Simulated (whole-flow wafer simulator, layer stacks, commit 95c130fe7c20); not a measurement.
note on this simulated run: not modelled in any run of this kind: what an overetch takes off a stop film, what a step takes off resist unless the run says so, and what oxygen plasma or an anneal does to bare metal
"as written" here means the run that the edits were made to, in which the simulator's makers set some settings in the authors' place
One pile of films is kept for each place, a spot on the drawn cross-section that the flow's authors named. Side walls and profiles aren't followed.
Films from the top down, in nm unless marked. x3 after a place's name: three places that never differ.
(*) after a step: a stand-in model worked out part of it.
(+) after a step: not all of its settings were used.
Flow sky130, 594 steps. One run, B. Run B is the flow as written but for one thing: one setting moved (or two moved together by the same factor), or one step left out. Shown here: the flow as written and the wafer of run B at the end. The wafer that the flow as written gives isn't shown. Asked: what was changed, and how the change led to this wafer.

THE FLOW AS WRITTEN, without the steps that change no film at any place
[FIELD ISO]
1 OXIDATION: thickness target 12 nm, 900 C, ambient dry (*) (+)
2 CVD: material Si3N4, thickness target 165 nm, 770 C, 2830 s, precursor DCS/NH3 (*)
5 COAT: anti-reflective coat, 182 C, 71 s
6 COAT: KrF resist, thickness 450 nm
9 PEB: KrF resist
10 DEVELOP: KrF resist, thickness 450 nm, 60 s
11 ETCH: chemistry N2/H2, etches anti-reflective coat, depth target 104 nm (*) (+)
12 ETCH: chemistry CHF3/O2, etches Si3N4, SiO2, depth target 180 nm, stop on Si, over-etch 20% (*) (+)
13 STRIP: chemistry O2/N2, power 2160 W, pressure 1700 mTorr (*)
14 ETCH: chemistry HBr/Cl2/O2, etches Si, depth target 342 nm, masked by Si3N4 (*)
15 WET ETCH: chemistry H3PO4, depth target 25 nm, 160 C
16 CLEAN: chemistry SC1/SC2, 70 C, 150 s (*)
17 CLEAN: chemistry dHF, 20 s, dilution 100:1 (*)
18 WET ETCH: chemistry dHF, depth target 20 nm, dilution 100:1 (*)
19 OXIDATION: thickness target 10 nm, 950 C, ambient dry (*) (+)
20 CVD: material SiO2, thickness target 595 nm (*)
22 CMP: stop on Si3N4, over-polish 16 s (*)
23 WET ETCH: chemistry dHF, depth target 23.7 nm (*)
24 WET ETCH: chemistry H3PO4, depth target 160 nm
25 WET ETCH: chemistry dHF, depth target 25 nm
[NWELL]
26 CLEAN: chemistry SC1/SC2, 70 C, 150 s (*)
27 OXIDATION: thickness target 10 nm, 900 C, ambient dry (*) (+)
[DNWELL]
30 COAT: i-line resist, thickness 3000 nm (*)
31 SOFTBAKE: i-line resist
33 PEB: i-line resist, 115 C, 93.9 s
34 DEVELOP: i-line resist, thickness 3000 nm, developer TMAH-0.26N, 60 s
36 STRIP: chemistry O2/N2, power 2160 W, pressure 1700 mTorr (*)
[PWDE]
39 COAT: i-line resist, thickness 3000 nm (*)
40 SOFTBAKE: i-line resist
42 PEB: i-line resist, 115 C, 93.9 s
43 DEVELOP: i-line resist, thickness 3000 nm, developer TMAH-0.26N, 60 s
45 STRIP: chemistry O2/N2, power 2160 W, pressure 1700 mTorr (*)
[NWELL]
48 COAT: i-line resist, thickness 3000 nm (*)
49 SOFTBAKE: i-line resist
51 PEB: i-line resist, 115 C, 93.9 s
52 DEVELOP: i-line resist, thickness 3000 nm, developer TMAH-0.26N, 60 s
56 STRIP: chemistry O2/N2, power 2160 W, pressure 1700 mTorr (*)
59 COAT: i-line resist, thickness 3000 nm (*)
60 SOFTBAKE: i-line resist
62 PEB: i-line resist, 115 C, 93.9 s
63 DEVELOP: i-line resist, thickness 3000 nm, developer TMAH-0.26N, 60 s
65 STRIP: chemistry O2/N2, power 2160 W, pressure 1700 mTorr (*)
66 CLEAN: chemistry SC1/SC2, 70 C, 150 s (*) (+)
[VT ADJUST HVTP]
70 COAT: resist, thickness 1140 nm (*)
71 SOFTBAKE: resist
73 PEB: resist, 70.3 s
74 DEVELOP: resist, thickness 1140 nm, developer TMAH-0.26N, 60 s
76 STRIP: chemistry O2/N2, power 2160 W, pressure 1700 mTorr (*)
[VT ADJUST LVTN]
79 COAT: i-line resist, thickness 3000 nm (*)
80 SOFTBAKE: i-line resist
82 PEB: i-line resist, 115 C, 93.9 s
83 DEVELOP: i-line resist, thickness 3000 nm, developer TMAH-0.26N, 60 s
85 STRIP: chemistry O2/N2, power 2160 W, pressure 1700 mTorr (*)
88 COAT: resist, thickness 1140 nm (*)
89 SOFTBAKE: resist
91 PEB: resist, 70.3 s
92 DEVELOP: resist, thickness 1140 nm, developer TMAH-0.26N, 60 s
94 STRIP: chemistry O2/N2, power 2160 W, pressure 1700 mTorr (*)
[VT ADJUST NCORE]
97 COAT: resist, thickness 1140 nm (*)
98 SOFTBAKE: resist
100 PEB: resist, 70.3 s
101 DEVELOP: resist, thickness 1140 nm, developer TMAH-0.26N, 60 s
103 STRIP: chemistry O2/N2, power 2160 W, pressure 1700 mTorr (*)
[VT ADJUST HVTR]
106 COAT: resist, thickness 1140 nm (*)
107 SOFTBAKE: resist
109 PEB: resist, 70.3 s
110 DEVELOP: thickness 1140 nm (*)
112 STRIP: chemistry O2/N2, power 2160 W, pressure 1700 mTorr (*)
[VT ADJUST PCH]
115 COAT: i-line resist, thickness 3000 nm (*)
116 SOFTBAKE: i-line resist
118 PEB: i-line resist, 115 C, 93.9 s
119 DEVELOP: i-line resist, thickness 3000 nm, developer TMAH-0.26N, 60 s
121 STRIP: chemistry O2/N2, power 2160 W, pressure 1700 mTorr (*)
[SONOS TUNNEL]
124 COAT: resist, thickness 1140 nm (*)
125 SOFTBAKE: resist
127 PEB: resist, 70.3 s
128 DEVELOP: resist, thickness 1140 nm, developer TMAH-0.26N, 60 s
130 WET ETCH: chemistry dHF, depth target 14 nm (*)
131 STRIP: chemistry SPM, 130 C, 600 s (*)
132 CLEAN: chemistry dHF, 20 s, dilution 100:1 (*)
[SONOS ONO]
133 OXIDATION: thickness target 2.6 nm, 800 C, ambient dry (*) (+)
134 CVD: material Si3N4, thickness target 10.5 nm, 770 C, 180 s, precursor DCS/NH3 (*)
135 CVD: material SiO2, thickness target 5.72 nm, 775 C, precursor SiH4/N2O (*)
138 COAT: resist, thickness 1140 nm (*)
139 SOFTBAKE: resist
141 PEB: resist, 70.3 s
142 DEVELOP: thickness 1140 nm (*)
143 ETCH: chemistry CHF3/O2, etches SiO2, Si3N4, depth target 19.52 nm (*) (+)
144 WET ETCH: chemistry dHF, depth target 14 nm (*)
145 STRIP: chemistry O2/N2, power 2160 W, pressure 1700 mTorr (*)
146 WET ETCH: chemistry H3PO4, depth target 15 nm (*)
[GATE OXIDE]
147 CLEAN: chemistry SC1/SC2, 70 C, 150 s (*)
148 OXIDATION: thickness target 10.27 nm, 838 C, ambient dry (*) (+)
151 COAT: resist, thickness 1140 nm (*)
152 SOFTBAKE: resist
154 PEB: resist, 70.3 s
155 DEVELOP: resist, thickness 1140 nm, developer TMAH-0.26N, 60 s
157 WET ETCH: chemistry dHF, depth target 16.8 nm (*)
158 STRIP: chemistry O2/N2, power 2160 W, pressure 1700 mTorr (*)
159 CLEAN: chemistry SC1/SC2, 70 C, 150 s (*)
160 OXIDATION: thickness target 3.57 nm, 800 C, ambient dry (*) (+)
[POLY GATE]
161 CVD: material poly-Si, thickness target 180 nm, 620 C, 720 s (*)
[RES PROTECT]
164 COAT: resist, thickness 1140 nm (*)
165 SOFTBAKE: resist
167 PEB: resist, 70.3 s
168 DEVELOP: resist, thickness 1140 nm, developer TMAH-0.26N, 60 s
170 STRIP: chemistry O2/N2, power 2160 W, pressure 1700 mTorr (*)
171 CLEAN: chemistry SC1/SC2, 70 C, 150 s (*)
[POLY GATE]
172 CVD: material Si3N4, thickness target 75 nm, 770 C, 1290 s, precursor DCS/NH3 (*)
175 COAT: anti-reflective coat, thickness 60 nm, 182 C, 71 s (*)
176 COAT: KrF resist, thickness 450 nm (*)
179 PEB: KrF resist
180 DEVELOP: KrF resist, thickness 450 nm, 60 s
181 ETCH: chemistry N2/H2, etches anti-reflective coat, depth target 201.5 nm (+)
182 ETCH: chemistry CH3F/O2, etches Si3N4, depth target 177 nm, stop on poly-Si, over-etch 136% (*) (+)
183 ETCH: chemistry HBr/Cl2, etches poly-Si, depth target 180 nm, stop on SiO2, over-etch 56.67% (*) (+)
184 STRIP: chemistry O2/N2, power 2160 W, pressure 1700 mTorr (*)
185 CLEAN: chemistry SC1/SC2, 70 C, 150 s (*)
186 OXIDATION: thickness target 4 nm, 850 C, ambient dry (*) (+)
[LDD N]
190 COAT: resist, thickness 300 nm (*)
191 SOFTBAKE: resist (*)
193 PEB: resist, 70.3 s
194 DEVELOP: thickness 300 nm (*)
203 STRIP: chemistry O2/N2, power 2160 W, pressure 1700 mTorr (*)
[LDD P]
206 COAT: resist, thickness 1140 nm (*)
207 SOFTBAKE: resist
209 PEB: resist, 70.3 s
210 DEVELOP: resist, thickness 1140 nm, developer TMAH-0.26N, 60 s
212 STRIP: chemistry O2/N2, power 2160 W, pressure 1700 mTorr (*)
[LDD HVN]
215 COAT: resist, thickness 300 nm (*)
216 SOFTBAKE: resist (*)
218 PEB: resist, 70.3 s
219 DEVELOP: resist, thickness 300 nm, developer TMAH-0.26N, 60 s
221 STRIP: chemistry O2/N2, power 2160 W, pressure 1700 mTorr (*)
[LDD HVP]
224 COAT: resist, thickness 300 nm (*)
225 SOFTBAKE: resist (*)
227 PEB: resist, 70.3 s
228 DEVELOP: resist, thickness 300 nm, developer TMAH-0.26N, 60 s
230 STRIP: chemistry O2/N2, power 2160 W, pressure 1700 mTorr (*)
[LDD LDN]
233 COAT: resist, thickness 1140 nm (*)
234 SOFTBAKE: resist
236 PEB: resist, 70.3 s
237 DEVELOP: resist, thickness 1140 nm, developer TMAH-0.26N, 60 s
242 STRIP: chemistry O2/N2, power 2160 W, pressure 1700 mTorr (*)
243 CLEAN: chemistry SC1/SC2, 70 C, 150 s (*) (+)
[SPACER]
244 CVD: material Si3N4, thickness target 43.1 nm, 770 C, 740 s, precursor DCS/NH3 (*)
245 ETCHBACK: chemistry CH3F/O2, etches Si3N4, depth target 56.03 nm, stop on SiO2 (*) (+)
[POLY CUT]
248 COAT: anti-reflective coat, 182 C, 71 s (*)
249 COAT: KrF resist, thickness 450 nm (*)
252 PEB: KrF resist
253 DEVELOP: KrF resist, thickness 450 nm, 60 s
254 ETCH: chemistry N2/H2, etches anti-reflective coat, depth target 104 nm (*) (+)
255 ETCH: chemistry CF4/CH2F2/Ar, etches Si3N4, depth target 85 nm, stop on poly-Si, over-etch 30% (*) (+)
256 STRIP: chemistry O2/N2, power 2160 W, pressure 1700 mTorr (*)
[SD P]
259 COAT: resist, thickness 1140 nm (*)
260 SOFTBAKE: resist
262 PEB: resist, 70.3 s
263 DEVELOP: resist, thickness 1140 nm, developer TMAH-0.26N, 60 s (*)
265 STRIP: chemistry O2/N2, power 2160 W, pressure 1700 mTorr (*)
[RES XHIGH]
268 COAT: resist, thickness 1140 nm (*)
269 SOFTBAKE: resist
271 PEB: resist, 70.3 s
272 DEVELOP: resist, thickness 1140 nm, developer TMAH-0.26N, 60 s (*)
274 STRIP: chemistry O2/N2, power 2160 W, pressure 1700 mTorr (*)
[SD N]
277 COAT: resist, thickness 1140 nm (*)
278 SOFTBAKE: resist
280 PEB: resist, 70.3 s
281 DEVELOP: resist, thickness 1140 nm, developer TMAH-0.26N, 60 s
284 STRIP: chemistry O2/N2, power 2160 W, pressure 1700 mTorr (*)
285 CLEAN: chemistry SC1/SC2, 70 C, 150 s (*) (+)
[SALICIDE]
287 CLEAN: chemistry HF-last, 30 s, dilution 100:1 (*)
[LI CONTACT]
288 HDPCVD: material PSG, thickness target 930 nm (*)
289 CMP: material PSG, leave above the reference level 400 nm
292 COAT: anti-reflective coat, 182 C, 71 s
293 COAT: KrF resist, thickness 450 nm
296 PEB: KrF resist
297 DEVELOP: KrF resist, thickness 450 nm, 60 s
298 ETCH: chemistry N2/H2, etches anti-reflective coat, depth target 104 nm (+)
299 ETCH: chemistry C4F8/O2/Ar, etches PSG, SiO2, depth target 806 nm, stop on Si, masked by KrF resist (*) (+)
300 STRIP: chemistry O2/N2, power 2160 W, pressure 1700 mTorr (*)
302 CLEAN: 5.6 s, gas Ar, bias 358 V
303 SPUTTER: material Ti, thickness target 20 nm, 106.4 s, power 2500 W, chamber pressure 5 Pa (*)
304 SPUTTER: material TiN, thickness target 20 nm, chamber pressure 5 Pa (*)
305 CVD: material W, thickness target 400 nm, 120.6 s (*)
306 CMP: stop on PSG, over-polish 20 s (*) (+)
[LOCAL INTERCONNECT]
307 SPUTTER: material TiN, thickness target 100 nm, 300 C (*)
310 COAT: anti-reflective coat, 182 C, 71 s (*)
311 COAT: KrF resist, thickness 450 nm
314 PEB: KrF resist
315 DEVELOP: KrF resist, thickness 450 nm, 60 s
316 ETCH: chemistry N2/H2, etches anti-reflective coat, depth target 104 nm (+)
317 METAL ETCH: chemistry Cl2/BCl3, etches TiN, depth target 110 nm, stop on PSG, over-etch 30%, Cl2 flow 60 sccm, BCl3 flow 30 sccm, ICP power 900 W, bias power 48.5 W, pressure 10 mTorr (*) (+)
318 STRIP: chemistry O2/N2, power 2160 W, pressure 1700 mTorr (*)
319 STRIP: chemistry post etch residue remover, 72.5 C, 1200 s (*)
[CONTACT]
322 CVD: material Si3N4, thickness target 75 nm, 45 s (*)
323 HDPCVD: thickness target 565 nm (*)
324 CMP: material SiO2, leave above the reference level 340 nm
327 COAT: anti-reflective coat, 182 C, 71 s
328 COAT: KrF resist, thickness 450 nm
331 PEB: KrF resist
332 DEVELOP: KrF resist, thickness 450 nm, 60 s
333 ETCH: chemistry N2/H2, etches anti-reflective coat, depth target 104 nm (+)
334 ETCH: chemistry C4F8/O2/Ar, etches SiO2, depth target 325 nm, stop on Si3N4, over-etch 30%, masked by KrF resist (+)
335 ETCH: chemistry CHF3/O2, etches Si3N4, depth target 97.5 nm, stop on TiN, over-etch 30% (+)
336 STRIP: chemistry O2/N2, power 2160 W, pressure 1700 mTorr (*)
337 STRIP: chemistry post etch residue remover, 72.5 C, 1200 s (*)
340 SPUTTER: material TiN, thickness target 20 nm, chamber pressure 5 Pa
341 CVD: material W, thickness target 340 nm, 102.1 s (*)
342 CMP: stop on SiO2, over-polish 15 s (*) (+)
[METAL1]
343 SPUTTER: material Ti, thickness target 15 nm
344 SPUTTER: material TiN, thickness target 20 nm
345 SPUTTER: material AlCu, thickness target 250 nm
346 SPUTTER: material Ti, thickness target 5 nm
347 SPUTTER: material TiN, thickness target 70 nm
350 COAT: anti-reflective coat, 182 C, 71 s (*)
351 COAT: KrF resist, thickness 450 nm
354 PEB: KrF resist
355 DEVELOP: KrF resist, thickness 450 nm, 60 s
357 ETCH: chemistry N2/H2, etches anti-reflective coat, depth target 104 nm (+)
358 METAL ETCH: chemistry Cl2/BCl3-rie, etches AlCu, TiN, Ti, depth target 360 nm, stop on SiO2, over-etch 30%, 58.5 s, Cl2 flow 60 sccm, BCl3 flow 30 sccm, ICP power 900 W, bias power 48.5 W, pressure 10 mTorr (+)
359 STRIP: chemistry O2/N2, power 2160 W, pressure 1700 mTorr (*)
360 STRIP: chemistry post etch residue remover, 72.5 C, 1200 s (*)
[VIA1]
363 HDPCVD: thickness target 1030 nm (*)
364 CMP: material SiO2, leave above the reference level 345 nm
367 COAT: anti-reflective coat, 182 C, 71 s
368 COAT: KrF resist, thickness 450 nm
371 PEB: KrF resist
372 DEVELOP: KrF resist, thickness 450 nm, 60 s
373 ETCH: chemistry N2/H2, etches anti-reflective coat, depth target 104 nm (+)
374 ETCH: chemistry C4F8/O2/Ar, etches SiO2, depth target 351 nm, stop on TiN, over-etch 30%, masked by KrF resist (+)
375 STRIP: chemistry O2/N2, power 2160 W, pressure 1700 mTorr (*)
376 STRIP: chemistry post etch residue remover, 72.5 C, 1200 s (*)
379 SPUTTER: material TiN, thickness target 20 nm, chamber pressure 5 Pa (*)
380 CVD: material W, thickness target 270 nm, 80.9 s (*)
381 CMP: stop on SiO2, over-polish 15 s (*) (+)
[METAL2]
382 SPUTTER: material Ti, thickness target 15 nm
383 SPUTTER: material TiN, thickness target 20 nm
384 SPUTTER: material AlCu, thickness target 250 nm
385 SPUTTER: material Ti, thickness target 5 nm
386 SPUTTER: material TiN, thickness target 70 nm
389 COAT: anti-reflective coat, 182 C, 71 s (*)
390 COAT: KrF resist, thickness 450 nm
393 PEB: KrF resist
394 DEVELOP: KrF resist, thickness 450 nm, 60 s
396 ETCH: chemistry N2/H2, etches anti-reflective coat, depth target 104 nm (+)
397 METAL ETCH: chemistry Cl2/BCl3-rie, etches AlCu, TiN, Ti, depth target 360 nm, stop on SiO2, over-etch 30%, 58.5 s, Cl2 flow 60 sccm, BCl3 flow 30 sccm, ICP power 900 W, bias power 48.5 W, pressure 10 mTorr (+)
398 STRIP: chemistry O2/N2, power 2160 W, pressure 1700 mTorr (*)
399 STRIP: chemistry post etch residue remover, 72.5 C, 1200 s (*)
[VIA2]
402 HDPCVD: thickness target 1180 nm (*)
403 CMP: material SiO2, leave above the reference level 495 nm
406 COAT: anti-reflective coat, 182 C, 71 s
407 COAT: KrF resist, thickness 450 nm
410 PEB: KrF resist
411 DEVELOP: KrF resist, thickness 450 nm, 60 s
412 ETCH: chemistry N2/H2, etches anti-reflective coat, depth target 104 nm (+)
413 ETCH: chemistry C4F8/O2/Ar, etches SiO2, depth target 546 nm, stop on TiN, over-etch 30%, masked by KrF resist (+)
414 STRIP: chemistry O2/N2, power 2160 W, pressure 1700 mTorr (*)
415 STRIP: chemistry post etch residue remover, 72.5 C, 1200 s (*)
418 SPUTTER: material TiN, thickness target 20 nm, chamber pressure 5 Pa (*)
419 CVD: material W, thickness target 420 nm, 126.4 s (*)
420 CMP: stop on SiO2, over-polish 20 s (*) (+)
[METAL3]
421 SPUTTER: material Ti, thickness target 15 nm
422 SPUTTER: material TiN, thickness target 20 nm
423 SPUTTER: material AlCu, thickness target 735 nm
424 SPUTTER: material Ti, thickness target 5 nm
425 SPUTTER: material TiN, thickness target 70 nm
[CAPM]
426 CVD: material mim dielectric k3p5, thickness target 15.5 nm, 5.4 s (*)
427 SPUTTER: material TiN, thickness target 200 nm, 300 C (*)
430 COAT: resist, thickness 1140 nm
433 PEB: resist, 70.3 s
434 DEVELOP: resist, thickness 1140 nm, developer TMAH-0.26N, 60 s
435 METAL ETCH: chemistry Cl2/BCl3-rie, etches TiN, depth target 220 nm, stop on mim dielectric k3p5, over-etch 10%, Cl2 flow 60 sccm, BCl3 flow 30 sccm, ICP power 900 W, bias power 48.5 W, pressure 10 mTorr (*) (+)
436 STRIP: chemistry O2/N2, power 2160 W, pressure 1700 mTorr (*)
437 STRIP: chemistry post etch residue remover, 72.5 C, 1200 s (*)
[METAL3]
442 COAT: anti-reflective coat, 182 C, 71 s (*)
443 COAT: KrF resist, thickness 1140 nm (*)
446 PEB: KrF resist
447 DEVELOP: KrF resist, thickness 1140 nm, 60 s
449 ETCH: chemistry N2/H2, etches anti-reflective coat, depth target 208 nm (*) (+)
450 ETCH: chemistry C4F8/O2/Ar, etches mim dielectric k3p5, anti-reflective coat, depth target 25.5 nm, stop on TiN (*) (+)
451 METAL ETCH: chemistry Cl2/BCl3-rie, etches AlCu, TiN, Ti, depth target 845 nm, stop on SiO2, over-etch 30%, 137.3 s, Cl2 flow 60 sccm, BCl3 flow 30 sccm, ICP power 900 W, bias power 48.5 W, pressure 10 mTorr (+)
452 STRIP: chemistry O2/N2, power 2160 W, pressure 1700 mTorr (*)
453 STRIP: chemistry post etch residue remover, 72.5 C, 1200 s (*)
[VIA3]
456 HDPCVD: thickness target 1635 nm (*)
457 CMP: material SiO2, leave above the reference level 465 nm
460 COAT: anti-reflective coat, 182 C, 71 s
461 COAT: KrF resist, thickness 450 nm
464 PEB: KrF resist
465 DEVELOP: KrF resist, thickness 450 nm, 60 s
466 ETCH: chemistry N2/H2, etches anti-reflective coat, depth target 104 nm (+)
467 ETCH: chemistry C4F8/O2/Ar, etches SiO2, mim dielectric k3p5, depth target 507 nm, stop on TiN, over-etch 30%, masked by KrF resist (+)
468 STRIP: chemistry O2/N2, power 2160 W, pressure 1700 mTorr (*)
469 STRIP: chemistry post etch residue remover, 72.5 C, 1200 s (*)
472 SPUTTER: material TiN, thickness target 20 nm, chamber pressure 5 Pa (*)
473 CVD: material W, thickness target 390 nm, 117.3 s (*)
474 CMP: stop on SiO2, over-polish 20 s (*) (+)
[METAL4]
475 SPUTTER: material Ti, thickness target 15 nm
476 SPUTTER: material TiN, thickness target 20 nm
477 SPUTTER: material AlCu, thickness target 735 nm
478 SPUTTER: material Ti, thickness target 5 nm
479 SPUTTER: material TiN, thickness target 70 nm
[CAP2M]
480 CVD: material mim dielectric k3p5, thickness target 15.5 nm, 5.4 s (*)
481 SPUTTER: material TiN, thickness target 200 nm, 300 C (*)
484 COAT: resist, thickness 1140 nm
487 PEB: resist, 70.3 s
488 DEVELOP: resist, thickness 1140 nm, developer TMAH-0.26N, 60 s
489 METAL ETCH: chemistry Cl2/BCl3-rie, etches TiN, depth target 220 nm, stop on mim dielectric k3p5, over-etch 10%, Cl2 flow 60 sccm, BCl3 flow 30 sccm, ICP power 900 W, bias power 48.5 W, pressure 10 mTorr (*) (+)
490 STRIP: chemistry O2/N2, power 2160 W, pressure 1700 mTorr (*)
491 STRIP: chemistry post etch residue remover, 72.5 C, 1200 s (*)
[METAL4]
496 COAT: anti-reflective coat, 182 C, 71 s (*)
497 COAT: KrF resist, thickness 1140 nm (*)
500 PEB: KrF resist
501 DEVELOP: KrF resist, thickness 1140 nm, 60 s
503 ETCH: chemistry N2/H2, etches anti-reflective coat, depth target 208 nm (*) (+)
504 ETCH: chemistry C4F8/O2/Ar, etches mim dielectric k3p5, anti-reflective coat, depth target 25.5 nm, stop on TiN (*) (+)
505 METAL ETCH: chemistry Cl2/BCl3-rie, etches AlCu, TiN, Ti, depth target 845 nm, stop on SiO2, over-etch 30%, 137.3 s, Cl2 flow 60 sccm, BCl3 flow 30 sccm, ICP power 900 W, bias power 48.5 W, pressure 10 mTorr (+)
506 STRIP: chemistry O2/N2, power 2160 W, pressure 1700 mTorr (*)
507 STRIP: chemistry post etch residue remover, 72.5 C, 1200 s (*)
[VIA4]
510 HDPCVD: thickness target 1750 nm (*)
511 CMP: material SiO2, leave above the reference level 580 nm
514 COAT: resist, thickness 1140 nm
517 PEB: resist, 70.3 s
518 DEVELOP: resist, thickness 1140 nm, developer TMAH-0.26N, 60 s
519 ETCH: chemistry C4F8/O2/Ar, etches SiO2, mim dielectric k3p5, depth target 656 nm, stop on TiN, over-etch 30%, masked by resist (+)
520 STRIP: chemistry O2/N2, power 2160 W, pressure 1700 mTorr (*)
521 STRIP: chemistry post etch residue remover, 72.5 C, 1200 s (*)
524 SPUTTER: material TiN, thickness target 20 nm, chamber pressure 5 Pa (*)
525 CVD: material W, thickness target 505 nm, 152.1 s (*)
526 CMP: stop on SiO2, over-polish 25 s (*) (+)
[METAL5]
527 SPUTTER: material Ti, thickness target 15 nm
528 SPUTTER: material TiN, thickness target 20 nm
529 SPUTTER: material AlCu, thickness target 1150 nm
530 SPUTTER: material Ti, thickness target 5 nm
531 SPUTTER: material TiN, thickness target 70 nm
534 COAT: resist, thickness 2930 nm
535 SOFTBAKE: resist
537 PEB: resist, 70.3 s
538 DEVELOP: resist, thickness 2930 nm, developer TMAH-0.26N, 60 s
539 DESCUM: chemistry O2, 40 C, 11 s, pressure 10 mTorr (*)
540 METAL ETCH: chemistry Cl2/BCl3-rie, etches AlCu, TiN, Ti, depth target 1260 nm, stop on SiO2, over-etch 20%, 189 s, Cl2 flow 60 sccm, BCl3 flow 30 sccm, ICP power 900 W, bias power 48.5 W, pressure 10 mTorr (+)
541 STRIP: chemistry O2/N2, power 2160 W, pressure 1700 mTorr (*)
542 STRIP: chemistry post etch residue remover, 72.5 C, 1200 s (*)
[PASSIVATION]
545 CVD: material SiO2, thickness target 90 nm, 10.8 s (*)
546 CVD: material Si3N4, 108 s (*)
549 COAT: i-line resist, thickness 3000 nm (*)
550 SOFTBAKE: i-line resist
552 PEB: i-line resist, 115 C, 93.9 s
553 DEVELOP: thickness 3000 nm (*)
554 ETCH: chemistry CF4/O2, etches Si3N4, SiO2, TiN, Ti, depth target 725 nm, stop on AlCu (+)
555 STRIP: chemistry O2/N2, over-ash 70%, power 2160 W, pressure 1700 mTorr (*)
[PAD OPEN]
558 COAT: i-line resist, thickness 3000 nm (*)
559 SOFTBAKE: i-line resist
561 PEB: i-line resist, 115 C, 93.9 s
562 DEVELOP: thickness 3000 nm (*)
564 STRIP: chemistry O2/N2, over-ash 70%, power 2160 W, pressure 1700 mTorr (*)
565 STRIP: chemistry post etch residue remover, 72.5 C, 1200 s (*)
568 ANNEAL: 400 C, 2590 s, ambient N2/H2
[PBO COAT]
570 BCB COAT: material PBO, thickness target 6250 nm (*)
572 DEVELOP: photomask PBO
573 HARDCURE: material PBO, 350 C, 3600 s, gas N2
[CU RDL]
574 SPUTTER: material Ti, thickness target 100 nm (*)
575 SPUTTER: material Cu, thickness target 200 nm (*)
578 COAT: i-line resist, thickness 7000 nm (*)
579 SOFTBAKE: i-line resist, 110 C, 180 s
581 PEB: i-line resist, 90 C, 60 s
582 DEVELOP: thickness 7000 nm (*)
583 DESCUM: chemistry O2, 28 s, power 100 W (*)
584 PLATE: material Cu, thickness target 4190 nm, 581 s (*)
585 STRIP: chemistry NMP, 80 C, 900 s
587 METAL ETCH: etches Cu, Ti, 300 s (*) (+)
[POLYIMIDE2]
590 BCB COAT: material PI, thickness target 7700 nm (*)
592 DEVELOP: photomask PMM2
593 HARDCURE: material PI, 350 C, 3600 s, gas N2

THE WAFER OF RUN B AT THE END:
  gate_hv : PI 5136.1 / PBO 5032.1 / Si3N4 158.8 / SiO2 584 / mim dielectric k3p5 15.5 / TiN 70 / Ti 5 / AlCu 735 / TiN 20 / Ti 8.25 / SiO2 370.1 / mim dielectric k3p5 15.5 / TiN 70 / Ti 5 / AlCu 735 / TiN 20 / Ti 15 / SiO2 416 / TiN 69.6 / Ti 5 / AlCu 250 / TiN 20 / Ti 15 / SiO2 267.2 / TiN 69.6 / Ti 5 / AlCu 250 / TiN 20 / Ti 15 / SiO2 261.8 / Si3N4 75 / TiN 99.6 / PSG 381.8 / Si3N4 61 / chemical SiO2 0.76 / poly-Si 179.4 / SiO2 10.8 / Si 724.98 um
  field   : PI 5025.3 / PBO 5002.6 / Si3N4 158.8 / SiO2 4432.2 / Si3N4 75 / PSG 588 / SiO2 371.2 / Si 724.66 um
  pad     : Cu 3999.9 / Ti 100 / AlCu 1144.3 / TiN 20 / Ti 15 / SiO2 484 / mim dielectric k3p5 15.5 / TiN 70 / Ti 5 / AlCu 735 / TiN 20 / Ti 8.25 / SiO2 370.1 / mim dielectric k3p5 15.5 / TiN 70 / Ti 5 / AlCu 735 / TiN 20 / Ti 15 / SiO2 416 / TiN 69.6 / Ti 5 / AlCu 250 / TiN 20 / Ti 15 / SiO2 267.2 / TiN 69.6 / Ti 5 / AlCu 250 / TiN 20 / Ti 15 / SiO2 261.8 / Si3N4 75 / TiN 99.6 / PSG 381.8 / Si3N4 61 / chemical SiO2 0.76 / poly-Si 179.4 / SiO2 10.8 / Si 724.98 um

The cause: step 475, SPUTTER: thickness target 8.25 nm was run, where the flow has thickness target 15 nm.
It can be read off the wafer: gate_hv has Ti 8.25, and step 475 as written asks for 15 nm.

How the change led to this, step by step:
  475 SPUTTER: material Ti, thickness target 15 nm
      field, active, n_well and 189 more: Ti +8.25 (new film) (as written it would be: Ti +15 (new film))
  505 METAL ETCH: chemistry Cl2/BCl3-rie, etches AlCu, TiN, Ti, depth target 845 nm, stop on SiO2, over-etch 30%, 137.3 s, Cl2 flow 60 sccm, BCl3 flow 30 sccm, ICP power 900 W, bias power 48.5 W, pressure 10 mTorr (+)
      field, gate, spacer and 68 more: TiN -70 (all of it), Ti -5 (all of it), AlCu -735 (all of it), TiN -20 (all of it), Ti -8.25 (all of it), SiO2 -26 (as written it would be: TiN -70 (all of it), Ti -5 (all of it), AlCu -735 (all of it), TiN -20 (all of it), Ti -15 (all of it), SiO2 -25.4)
      active, vpp_iso1, mim_edge_plate and 14 more: TiN -70 (all of it), Ti -5 (all of it), AlCu -735 (all of it), TiN -20 (all of it), Ti -8.25 (all of it), SiO2 -26 (as written it would be: TiN -70 (all of it), Ti -5 (all of it), AlCu -735 (all of it), TiN -20 (all of it), Ti -15 (all of it), SiO2 -25.3)
